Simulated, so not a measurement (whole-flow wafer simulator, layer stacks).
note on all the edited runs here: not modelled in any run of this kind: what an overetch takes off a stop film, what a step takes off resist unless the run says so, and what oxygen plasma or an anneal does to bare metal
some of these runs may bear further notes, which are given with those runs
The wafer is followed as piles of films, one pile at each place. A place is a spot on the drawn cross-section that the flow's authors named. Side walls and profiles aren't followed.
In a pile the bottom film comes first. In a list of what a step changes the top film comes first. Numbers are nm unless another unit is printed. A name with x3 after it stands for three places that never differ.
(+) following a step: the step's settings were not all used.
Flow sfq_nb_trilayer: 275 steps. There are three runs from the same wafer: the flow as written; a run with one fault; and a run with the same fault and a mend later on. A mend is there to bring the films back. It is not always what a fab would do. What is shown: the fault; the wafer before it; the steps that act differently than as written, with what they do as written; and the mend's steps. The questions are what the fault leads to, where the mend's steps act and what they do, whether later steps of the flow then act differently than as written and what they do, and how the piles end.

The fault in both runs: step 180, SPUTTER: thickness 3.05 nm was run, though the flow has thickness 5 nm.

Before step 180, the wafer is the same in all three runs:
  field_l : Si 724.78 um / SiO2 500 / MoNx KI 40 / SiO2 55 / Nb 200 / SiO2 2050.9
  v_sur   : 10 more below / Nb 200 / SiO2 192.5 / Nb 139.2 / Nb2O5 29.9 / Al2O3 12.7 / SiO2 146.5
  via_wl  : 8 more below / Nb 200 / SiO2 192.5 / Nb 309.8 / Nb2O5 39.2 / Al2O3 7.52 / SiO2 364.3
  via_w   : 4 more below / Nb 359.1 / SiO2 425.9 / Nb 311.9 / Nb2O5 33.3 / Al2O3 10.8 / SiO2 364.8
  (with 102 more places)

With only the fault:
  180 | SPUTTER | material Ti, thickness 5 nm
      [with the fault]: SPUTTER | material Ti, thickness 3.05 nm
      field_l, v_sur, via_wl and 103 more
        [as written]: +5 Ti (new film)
        [with the fault]: +3.05 Ti (new film)
  Steps further on in the flow that do not act as written (20 more steps, not shown, differ only slightly: by at most 2% or 0.5 nm, whichever is larger):
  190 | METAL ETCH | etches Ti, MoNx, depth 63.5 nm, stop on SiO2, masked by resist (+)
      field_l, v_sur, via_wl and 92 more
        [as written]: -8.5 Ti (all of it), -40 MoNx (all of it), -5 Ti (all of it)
        [with the fault]: -8.5 Ti (all of it), -40 MoNx (all of it), -3.05 Ti (all of it)
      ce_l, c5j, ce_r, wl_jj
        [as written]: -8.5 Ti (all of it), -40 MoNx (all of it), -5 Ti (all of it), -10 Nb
        [with the fault]: -8.5 Ti (all of it), -40 MoNx (all of it), -3.05 Ti (all of it), -11.9 Nb
  By the end, the piles at be_r, r_sur, res, r_end, r5r_line_l, r5r_line_c, r5r_line_r depart from the flow's by more than 2% or 0.5 nm, whichever is larger.
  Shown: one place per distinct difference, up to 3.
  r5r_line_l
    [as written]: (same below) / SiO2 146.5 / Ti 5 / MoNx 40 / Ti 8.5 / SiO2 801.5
    [with the fault]: (same below) / SiO2 146.5 / Ti 3.05 / MoNx 40 / Ti 8.5 / SiO2 803.5
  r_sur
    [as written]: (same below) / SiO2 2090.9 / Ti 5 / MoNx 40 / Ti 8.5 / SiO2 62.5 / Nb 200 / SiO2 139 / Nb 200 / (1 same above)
    [with the fault]: (same below) / SiO2 2090.9 / Ti 3.05 / MoNx 40 / Ti 8.5 / SiO2 62.5 / Nb 200 / SiO2 140.9 / Nb 200 / (1 same above)
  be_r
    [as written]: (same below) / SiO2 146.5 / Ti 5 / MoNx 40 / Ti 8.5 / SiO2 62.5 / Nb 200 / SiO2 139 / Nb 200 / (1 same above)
    [with the fault]: (same below) / SiO2 146.5 / Ti 3.05 / MoNx 40 / Ti 8.5 / SiO2 62.5 / Nb 200 / SiO2 140.9 / Nb 200 / (1 same above)

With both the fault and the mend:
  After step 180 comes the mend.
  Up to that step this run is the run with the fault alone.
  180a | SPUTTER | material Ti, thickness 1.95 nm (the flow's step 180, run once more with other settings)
      field_l, v_sur, via_wl and 103 more
        +1.95 Ti
  None of the later steps of the flow acts differently than as written at any place that is followed.
  The piles end the same as the flow's at every place that both follow.
